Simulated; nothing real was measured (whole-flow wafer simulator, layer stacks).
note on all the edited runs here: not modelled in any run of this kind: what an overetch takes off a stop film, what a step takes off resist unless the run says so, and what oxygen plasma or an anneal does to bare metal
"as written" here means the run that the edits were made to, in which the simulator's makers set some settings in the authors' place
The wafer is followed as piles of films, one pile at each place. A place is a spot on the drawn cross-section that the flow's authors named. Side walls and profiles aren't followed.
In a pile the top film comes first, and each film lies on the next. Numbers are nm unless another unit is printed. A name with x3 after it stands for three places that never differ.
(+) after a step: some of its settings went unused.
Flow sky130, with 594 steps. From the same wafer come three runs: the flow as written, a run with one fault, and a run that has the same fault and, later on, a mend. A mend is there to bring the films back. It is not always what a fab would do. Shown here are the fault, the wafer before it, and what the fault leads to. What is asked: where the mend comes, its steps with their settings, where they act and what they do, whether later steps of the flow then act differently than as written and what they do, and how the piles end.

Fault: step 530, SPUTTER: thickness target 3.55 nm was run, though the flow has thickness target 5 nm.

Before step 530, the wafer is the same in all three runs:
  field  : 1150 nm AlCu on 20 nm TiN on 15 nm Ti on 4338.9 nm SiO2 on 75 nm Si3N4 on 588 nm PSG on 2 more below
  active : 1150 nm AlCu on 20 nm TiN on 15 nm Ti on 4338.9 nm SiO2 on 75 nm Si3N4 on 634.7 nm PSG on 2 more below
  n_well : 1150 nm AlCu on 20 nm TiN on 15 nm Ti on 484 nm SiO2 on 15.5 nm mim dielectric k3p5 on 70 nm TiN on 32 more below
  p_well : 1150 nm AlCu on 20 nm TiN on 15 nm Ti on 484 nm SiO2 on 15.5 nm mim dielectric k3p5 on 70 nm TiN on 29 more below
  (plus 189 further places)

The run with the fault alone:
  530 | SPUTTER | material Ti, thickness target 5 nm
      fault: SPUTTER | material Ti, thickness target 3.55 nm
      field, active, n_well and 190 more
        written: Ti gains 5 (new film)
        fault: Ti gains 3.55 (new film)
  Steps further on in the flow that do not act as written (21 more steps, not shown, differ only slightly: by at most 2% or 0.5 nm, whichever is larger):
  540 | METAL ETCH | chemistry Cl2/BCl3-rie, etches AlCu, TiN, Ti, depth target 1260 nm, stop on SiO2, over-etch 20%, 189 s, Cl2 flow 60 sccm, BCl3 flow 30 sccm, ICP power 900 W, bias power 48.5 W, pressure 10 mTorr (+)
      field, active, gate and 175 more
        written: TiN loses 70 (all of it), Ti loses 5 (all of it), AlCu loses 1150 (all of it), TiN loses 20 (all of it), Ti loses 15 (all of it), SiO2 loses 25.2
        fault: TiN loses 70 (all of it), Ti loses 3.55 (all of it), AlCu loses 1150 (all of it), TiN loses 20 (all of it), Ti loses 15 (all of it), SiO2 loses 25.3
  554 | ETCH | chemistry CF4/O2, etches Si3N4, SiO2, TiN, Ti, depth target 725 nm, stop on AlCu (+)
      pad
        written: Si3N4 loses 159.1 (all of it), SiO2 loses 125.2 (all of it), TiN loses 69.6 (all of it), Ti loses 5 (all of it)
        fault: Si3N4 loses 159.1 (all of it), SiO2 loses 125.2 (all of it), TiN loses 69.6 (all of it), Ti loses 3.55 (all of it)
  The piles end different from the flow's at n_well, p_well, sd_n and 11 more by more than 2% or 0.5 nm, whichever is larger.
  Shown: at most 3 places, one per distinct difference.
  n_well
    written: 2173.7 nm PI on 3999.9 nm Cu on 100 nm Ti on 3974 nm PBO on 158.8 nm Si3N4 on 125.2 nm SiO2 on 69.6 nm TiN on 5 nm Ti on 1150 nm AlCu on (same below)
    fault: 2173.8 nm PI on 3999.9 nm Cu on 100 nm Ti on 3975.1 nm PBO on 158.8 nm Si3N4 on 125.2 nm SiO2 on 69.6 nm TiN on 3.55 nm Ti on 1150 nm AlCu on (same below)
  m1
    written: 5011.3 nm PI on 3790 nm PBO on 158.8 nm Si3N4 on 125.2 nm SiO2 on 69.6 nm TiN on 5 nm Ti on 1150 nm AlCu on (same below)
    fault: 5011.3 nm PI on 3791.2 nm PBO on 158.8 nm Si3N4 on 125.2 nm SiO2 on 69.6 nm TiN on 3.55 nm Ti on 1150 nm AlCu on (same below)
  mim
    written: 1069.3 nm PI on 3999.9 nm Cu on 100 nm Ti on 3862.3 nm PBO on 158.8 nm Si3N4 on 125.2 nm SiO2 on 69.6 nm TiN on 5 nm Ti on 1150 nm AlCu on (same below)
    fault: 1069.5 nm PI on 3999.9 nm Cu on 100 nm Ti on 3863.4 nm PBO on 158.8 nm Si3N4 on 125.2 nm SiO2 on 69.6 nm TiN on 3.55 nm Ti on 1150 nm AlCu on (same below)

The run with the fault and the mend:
  The mend follows step 530.
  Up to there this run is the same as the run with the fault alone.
  530a | SPUTTER | material Ti, thickness target 1.45 nm (the flow's step 530, run once more with other settings)
      field, active, n_well and 190 more
        Ti gains 1.45
  Later steps of the flow that are run all act as written at every place that is followed.
  By the end, the piles equal the flow's at every place that both follow.
